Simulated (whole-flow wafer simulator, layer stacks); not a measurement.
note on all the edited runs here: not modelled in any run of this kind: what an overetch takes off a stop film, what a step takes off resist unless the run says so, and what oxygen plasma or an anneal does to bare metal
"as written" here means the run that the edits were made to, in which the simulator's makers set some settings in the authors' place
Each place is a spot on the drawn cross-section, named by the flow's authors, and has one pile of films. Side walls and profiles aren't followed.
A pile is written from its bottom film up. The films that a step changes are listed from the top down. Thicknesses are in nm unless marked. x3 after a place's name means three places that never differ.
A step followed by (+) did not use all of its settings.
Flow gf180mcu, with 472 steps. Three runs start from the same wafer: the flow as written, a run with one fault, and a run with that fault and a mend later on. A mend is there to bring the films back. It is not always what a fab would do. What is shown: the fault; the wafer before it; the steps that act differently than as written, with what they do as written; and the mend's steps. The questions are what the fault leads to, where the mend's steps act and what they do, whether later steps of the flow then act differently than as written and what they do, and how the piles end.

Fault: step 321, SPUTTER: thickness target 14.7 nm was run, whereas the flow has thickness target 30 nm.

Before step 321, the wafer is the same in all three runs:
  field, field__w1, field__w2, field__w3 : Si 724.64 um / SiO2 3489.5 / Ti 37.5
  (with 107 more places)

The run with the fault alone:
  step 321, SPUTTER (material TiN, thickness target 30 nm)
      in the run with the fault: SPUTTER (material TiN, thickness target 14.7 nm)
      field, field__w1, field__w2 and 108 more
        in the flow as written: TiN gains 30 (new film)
        in the run with the fault: TiN gains 14.7 (new film)
  Later steps of the flow acting differently than as written:
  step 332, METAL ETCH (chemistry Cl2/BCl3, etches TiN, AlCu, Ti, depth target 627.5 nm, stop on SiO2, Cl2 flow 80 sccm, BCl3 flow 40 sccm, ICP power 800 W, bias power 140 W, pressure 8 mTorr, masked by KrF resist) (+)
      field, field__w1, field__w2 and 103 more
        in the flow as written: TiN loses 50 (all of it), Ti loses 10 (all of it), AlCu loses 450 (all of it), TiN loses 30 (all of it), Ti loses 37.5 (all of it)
        in the run with the fault: TiN loses 50 (all of it), Ti loses 10 (all of it), AlCu loses 450 (all of it), TiN loses 14.7 (all of it), Ti loses 37.5 (all of it)
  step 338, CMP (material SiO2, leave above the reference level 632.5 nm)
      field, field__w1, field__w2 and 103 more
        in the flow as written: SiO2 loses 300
        in the run with the fault: SiO2 loses 315.3
  By the end, the piles at field__w8, contact, m1, m1__w1, m1_nw depart from the flow's by more than 2% or 0.5 nm, whichever is larger.
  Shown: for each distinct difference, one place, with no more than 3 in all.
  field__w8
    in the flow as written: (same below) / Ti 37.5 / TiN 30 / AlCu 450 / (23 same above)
    in the run with the fault: (same below) / Ti 37.5 / TiN 14.7 / AlCu 450 / (23 same above)
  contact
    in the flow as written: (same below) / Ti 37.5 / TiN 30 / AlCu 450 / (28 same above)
    in the run with the fault: (same below) / Ti 37.5 / TiN 14.7 / AlCu 450 / (28 same above)

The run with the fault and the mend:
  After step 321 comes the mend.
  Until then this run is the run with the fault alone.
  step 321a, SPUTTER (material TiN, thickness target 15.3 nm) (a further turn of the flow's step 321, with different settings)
      field, field__w1, field__w2 and 108 more
        TiN gains 15.3
  None of the later steps of the flow acts differently than as written at any place that is followed.
  By the end, the piles equal the flow's at every place that both follow.
